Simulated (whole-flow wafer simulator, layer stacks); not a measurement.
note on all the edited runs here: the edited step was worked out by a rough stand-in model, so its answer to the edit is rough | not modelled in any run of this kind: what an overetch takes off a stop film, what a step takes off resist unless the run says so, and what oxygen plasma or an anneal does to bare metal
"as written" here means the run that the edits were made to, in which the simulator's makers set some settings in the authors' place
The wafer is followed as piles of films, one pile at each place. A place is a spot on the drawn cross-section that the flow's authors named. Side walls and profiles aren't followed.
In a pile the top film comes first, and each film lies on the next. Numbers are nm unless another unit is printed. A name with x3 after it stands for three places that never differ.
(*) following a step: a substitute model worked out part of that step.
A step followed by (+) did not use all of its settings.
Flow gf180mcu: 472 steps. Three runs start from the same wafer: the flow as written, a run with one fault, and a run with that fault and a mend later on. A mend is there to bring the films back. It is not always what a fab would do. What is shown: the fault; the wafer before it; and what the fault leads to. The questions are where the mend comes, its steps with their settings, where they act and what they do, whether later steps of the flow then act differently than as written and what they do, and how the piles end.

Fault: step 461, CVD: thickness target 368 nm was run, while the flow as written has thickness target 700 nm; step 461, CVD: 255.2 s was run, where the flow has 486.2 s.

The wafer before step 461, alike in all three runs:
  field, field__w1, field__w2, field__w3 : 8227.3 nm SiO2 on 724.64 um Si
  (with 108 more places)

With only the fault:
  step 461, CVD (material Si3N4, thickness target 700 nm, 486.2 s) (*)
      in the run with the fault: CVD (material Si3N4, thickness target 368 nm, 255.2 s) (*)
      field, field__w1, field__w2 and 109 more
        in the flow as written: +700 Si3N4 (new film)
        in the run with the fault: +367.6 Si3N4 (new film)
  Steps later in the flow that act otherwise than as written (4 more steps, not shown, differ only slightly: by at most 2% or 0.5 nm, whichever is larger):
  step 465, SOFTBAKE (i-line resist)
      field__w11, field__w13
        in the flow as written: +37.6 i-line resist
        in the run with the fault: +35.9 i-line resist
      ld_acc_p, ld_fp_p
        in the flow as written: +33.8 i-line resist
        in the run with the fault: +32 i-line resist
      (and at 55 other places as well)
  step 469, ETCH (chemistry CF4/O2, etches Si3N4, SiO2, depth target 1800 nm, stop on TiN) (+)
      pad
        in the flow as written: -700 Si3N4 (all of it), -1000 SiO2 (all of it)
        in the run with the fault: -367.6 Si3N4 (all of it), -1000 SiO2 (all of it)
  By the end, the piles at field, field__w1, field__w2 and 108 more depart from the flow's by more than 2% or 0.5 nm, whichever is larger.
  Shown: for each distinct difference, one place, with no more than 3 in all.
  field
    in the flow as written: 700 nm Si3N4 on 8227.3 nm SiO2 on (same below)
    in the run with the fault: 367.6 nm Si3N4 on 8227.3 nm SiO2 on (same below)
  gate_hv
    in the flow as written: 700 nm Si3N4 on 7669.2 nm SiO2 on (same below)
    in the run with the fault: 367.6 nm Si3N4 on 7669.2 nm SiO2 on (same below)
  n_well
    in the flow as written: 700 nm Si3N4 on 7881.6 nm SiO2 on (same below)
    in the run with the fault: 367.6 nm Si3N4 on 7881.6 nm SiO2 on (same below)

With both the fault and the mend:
  The mend follows step 468.
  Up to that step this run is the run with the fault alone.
  step 468a, STRIP (chemistry O2/N2, power 2160 W, pressure 1700 mTorr) (*)
      iso_ptap_pw, iso_ntap_nw, iso_nw_fld and 33 more
        -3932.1 i-line resist (all of it)
      p_well, sti, spacer, sd_n, mim_1p0, dice_street
        -3938 i-line resist (all of it)
      field__w2, field__w3, field__w6, field__w12
        -3984.1 i-line resist (all of it)
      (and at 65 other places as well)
  step 468b, CVD (material Si3N4, thickness target 332 nm, 230.6 s) (*) (the flow's step 461 again, with other settings)
      field, field__w1, field__w2 and 109 more
        +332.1 Si3N4
  step 468c, HMDS (120 C, 60 s) (the flow's step 463 again)
      does not change any film at any place that is followed
  step 468d, COAT (i-line resist, thickness 4000 nm) (*) (the flow's step 464 again)
      iso_ptap_pw, iso_ntap_nw, iso_nw_fld and 33 more
        +4000 i-line resist (new film)
      field__w9, field__w13, sd_p_hv, gate_p_hv, nplus_u, npoly_u
        +4017 i-line resist (new film)
      p_well, sti, spacer, sd_n, mim_1p0, dice_street
        +4006.3 i-line resist (new film)
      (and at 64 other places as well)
  step 468e, SOFTBAKE (i-line resist) (the flow's step 465 again)
      ld_acc_p, ld_fp_p, ld_drift_p
        +33.8 i-line resist
      field__w2, field_sub__w4
        +33.4 i-line resist
      field__w11, field__w13
        +37.6 i-line resist
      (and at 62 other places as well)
  step 468f, EXPOSE (photomask Pad) (the flow's step 466 again)
      does not change any film at any place that is followed
  step 468g, PEB (i-line resist, 115 C, 93.9 s) (the flow's step 467 again)
      iso_ptap_pw, iso_ntap_nw, iso_nw_fld and 33 more
        -67.9 i-line resist
      field, field__w2, field__w3 and 25 more
        -68.8 i-line resist
      field_sub, field_sub__w1, field_sub__w2 and 23 more
        -68.7 i-line resist
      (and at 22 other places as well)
  step 468h, DEVELOP (thickness 4000 nm) (*) (the flow's step 468 again)
      field__w5, field__w7, field__w13 and 13 more
        -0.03 i-line resist
      pad
        -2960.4 i-line resist (all of it)
  None of the later steps of the flow differs from how it acts as written, at any place that is followed, by more than 2% or 0.5 nm, whichever is larger.
  When the end is reached, the piles differ only a little from the flow's at the places that both follow, at most by 2% or 0.5 nm, whichever is larger.
